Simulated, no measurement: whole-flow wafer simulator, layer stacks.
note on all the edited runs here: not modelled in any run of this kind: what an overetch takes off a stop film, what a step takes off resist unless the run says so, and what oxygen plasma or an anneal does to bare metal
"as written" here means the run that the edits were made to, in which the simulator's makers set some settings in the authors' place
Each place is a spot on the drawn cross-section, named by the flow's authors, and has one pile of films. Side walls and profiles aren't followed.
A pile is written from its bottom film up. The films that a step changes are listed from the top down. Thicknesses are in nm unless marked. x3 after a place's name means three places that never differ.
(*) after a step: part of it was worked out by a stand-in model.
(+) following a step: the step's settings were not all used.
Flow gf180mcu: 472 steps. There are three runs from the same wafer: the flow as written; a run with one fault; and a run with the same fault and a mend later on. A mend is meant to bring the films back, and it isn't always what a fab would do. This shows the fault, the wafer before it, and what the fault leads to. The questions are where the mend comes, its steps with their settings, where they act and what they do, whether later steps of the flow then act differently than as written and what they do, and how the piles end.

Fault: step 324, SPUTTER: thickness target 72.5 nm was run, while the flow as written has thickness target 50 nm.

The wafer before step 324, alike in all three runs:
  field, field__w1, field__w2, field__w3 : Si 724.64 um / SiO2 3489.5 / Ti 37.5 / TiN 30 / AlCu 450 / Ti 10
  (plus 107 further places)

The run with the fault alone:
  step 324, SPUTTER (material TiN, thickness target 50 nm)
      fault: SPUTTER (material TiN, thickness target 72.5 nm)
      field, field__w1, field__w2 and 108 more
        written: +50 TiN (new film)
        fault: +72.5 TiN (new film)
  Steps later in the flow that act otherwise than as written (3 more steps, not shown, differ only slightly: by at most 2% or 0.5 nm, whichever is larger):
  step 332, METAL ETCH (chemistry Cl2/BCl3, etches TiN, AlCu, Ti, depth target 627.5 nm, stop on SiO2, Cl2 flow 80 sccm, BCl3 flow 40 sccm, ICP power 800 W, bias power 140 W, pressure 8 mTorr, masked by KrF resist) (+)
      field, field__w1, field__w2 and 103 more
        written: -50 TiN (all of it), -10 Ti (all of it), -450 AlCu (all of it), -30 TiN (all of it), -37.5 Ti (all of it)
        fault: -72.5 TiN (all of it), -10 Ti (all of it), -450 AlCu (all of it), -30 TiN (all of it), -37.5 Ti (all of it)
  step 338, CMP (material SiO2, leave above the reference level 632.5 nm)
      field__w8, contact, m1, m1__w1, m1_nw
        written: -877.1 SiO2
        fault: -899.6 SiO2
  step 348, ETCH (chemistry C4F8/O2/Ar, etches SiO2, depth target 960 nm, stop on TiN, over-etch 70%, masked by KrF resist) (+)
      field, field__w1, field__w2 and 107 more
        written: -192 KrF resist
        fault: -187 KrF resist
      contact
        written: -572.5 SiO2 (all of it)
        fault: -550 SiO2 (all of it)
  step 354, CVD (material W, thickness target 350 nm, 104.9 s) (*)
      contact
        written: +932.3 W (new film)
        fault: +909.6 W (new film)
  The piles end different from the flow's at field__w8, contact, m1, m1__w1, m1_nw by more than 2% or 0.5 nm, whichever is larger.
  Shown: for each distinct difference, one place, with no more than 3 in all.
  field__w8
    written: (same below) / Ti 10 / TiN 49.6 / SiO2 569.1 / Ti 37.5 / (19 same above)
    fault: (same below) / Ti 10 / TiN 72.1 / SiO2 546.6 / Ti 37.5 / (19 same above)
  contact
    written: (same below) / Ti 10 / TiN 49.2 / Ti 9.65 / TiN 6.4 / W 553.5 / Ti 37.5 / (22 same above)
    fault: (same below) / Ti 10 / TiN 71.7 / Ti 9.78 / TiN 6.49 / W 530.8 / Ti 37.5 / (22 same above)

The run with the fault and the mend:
  The mend follows step 324.
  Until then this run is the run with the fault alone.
  step 324a, METAL ETCH (chemistry Cl2/BCl3, etches TiN, AlCu, Ti, depth target 22.5 nm, Cl2 flow 80 sccm, BCl3 flow 40 sccm, ICP power 800 W, bias power 140 W, pressure 8 mTorr) (the flow's step 260 again, with other settings)
      field, field__w1, field__w2 and 108 more
        -22.5 TiN
  None of the later steps of the flow acts differently than as written at any place that is followed.
  The piles end the same as the flow's at every place that both follow.
